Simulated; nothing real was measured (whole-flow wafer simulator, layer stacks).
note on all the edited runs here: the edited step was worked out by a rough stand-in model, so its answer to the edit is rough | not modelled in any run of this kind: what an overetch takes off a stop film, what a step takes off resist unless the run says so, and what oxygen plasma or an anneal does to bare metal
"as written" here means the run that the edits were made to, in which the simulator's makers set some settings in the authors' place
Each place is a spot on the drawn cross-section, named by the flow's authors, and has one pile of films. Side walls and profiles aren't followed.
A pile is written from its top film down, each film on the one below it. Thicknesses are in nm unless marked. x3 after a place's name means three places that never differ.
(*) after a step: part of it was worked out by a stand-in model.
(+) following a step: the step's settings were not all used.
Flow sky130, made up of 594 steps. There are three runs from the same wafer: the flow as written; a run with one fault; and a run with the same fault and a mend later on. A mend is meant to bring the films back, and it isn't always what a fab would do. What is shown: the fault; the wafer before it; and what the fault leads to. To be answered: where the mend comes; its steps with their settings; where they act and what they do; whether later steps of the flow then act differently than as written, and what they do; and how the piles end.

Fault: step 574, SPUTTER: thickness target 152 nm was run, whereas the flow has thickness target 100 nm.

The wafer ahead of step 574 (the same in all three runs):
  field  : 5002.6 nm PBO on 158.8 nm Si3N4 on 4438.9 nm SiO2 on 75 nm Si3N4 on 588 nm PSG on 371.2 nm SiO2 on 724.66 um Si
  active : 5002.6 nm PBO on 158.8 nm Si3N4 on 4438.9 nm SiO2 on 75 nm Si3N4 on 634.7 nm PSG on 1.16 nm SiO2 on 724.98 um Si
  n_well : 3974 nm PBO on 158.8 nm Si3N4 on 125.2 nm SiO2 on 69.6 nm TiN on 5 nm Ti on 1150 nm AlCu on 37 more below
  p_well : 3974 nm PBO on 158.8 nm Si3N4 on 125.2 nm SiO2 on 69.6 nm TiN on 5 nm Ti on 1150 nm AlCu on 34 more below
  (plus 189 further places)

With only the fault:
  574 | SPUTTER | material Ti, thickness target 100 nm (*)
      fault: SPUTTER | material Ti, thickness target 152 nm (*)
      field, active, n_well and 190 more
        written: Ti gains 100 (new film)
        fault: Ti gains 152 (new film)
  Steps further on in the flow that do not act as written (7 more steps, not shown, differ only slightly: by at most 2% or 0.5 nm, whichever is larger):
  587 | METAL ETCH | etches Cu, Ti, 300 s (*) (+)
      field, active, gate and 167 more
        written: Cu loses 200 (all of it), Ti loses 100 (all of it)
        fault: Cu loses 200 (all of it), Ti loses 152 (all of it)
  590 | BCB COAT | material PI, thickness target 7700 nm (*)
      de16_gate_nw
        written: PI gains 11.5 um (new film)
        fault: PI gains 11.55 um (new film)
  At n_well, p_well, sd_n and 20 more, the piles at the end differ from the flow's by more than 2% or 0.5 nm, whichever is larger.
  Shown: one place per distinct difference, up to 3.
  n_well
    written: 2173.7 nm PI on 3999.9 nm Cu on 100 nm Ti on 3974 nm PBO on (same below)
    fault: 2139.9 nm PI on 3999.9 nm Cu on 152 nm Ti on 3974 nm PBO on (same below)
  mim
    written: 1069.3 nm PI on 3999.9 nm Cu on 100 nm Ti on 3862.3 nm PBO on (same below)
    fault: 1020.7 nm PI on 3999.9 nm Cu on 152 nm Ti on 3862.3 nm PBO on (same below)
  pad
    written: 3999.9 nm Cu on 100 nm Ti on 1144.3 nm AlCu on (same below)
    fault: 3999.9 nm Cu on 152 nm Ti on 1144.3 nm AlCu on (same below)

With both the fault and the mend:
  The mend stands after step 574.
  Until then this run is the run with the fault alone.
  574a | ETCH | chemistry CF4/O2, etches Si3N4, SiO2, TiN, Ti, depth target 52 nm (the flow's step 554 again, with other settings)
      field, active, n_well and 190 more
        Ti loses 52
  None of the later steps of the flow differs from how it acts as written, at any place that is followed, by more than 2% or 0.5 nm, whichever is larger.
  By the end, the piles equal the flow's at every place that both follow.
